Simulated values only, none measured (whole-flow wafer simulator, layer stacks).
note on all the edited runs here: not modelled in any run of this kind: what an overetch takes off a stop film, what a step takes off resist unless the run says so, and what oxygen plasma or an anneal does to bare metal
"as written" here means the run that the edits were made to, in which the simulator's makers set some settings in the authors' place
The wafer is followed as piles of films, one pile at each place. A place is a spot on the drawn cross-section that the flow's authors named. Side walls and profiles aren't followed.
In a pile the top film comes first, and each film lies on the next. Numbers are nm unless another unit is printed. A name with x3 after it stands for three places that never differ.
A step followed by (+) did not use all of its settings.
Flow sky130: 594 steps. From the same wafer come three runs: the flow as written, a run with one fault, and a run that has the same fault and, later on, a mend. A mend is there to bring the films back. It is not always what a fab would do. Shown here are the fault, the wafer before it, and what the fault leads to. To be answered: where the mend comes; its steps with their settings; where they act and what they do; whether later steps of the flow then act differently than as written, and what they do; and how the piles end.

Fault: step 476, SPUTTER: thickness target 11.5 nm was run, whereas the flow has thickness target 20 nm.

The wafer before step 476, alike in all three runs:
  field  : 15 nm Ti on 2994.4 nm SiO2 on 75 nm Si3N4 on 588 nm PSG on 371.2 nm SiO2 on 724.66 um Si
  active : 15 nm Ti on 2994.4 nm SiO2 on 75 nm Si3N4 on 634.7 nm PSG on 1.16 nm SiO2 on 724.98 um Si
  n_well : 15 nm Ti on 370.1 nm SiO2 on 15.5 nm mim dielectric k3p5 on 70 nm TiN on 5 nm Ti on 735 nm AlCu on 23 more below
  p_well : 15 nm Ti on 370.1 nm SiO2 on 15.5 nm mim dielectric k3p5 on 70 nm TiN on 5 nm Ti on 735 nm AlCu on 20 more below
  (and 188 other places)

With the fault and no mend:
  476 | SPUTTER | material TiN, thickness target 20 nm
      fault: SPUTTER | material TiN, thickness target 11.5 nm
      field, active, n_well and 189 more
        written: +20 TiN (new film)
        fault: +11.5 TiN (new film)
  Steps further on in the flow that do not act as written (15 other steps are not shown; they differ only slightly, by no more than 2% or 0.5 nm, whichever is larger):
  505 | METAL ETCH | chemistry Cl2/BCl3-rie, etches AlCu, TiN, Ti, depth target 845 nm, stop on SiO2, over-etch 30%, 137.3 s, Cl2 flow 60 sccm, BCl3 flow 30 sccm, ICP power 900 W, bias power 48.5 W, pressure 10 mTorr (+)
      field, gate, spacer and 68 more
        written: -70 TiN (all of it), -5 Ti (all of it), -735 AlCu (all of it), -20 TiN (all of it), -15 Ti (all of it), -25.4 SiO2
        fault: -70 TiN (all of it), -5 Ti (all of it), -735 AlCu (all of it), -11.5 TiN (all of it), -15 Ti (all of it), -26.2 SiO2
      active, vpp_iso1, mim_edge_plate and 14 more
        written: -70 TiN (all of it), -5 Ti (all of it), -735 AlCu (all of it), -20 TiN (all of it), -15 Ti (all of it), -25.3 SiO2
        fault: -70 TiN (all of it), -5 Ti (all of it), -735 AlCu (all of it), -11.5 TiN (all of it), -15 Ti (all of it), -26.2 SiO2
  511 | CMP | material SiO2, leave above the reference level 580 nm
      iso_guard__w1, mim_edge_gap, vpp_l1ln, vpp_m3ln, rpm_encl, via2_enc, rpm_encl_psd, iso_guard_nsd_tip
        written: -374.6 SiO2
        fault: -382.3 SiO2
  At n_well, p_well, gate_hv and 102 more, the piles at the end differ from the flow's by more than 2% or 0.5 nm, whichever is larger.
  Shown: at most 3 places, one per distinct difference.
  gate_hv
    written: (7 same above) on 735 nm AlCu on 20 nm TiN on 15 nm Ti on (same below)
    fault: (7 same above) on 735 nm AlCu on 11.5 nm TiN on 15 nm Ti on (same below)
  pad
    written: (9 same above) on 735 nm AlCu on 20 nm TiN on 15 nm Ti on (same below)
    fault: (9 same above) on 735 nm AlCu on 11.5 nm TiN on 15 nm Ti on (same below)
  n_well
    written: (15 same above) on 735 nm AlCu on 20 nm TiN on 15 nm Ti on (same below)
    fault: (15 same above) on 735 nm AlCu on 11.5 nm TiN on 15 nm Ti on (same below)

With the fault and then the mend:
  The mend follows step 476.
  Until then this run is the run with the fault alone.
  476a | SPUTTER | material TiN, thickness target 8.5 nm (the flow's step 476, run once more with other settings)
      field, active, n_well and 189 more
        +8.5 TiN
  Later steps of the flow that are run all act as written at every place that is followed.
  The piles end the same as the flow's at every place that both follow.
